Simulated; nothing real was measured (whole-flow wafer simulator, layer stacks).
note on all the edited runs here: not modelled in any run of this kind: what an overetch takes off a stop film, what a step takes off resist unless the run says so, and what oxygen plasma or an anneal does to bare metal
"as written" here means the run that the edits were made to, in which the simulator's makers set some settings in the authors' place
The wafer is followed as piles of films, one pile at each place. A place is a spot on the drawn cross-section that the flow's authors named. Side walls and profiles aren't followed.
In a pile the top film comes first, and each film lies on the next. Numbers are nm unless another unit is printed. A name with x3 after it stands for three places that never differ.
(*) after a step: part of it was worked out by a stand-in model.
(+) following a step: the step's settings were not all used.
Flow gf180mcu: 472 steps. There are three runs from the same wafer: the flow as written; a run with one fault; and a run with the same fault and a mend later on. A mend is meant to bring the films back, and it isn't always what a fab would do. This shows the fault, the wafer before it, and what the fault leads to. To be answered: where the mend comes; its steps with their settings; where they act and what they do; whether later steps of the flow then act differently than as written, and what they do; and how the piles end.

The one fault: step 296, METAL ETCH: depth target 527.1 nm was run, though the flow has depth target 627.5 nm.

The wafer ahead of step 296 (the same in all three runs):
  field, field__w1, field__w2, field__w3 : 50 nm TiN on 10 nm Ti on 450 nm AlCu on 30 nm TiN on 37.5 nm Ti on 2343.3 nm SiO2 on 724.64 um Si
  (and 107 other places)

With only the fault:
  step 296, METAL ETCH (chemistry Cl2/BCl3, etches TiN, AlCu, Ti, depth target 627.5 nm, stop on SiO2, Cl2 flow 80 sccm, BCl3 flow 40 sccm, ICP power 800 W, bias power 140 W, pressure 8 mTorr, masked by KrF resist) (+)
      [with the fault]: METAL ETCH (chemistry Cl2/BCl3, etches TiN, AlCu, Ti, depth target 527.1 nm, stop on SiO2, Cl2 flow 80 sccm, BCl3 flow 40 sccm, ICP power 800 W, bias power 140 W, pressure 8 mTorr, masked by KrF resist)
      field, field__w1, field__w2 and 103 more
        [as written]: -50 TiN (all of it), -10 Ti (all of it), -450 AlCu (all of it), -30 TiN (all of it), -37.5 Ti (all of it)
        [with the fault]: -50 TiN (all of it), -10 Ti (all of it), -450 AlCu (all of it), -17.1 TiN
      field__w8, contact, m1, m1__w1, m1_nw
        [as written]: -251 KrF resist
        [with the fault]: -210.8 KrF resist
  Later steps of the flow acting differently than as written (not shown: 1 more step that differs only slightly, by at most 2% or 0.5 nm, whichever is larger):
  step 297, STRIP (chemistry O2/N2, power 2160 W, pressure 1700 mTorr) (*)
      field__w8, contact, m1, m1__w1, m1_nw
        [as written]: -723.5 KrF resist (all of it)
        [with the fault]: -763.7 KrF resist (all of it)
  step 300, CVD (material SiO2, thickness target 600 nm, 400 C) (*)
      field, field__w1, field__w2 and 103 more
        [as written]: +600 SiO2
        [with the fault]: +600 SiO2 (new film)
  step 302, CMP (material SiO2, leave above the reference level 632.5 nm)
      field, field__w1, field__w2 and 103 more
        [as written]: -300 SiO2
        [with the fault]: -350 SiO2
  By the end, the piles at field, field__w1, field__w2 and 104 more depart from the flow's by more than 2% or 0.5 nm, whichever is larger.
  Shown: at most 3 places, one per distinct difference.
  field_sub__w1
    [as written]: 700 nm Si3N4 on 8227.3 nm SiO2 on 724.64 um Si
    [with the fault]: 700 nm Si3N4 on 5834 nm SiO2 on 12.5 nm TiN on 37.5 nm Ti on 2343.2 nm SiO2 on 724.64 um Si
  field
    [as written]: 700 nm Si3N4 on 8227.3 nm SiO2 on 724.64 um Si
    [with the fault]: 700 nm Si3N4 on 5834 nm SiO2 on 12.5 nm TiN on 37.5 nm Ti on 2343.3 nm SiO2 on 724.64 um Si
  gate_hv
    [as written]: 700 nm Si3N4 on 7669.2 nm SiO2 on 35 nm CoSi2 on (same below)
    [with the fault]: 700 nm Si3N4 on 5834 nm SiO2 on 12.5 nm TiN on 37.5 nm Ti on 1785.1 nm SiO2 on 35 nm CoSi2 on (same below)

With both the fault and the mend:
  After step 296 comes the mend.
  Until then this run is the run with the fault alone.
  step 296a, METAL ETCH (chemistry Cl2/BCl3, etches TiN, AlCu, Ti, depth target 100.4 nm, stop on SiO2, Cl2 flow 80 sccm, BCl3 flow 40 sccm, ICP power 800 W, bias power 140 W, pressure 8 mTorr, masked by KrF resist) (+) (a further turn of the flow's step 296, with different settings)
      field, field__w1, field__w2 and 103 more
        -12.9 TiN (all of it), -37.5 Ti (all of it)
      field__w8, contact, m1, m1__w1, m1_nw
        -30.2 KrF resist
  None of the later steps of the flow differs from how it acts as written, at any place that is followed, by more than 2% or 0.5 nm, whichever is larger.
  At every place that both follow, the piles at the end match the flow's.
